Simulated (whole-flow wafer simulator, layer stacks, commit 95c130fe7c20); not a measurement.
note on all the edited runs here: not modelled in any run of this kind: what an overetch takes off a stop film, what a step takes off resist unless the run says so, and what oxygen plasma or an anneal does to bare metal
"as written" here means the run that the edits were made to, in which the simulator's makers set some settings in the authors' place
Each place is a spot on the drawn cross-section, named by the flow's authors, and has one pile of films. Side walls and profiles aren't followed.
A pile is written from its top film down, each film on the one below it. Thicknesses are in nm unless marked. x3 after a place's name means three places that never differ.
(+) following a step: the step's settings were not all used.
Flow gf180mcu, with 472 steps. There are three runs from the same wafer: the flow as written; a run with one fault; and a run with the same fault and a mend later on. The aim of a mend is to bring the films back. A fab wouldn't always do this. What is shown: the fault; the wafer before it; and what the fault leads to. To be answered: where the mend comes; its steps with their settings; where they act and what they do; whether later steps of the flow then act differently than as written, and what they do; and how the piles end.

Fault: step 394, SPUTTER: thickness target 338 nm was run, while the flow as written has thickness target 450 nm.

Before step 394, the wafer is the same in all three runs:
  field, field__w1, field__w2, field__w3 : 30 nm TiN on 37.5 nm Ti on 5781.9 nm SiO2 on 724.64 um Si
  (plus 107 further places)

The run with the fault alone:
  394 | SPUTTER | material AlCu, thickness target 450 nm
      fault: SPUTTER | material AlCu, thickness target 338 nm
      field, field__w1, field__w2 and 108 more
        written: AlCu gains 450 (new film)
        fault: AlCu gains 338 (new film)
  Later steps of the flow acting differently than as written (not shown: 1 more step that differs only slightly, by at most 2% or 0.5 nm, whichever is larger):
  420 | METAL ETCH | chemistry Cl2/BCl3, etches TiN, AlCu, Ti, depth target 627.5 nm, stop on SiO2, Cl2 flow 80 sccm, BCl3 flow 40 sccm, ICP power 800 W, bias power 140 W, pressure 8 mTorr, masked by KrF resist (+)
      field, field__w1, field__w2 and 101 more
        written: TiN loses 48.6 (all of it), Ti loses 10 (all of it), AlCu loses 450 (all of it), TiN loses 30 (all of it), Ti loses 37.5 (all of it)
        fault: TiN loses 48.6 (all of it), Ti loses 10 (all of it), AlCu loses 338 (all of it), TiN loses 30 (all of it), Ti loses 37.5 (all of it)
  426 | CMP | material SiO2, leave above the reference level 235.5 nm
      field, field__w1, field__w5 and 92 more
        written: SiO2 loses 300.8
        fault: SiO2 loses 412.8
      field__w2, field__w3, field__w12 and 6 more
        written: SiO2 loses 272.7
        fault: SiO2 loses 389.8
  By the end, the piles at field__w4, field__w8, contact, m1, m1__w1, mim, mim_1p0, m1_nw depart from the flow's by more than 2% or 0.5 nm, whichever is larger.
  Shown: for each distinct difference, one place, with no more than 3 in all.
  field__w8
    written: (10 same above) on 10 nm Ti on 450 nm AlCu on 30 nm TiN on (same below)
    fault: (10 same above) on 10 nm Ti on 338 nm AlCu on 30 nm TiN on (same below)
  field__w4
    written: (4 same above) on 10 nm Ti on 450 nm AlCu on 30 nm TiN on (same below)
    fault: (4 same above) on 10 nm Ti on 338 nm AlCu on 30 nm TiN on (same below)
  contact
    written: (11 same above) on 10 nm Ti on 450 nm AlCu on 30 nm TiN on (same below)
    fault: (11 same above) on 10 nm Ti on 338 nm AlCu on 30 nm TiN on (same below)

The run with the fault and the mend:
  After step 394 comes the mend.
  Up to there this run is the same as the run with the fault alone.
  394a | SPUTTER | material AlCu, thickness target 112 nm (the flow's step 394 again, with other settings)
      field, field__w1, field__w2 and 108 more
        AlCu gains 112
  None of the later steps of the flow acts differently than as written at any place that is followed.
  By the end, the piles equal the flow's at every place that both follow.
